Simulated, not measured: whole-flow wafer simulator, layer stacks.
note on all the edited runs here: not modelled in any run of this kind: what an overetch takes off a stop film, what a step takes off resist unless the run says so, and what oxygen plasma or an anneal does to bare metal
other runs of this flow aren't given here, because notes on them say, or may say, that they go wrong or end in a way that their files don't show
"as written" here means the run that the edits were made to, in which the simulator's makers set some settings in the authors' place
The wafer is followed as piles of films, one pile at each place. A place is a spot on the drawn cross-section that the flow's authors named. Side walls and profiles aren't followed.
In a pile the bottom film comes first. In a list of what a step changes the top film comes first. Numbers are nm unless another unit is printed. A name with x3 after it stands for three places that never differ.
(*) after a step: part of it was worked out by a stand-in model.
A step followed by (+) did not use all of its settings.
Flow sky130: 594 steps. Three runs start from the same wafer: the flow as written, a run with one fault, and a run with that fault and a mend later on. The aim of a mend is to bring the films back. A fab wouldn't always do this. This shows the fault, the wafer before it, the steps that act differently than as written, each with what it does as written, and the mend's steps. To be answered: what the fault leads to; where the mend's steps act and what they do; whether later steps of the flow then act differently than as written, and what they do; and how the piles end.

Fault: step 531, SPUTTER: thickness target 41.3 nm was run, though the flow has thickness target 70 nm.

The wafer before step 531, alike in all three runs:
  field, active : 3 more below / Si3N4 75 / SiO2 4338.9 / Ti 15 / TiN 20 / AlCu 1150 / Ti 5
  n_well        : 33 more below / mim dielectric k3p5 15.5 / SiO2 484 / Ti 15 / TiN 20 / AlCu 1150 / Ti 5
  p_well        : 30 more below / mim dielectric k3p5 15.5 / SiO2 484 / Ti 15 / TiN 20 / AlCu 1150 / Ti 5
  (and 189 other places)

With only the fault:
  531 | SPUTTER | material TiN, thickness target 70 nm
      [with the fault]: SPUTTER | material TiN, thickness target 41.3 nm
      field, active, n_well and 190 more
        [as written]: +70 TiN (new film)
        [with the fault]: +41.3 TiN (new film)
  Steps further on in the flow that do not act as written (not shown: 17 more steps that differ only slightly, by at most 2% or 0.5 nm, whichever is larger):
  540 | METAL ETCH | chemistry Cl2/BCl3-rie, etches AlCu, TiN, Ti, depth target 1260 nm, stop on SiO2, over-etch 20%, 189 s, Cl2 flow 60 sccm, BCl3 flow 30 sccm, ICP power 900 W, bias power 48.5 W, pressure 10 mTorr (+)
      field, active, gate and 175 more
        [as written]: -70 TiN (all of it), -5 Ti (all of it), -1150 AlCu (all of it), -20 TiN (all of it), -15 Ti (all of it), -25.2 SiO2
        [with the fault]: -41.3 TiN (all of it), -5 Ti (all of it), -1150 AlCu (all of it), -20 TiN (all of it), -15 Ti (all of it), -28.1 SiO2
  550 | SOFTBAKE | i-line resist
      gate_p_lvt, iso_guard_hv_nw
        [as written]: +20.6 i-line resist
        [with the fault]: +20 i-line resist
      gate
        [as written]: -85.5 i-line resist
        [with the fault]: -82.7 i-line resist
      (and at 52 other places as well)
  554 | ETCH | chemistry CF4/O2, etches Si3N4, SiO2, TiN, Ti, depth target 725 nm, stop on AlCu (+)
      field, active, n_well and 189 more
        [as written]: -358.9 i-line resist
        [with the fault]: -330.2 i-line resist
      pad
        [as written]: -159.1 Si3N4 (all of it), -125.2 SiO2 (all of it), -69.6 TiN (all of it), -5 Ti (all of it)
        [with the fault]: -159.1 Si3N4 (all of it), -125.2 SiO2 (all of it), -40.9 TiN (all of it), -5 Ti (all of it)
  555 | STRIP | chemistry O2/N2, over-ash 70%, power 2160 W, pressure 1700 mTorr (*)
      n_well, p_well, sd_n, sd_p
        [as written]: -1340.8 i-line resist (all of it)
        [with the fault]: -1394.7 i-line resist (all of it)
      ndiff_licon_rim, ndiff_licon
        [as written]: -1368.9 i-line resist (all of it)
        [with the fault]: -1422.1 i-line resist (all of it)
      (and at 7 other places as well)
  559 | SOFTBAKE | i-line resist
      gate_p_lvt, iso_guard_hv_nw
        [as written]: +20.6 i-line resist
        [with the fault]: +20 i-line resist
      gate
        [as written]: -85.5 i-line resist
        [with the fault]: -82.7 i-line resist
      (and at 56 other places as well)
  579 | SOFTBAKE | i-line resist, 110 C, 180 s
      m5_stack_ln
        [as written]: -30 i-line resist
        [with the fault]: -29.3 i-line resist
  By the end, the piles at n_well, p_well, sd_n and 11 more depart from the flow's by more than 2% or 0.5 nm, whichever is larger.
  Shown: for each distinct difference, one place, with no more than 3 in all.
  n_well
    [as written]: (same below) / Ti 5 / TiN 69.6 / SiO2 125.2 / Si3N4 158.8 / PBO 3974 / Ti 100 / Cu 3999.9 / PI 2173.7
    [with the fault]: (same below) / Ti 5 / TiN 40.9 / SiO2 125.2 / Si3N4 158.8 / PBO 3994.6 / Ti 100 / Cu 3999.9 / PI 2177.1
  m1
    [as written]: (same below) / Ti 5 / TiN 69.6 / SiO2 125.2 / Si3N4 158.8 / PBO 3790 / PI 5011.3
    [with the fault]: (same below) / Ti 5 / TiN 40.9 / SiO2 125.2 / Si3N4 158.8 / PBO 3813.8 / PI 5012.8
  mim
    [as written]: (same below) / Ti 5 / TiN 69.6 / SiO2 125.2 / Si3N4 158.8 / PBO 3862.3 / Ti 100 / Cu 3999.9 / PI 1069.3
    [with the fault]: (same below) / Ti 5 / TiN 40.9 / SiO2 125.2 / Si3N4 158.8 / PBO 3884.5 / Ti 100 / Cu 3999.9 / PI 1071.9

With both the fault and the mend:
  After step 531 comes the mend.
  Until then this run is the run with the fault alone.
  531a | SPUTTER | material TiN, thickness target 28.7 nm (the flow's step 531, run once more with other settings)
      field, active, n_well and 190 more
        +28.7 TiN
  Later steps of the flow that are run all act as written at every place that is followed.
  By the end, the piles equal the flow's at every place that both follow.
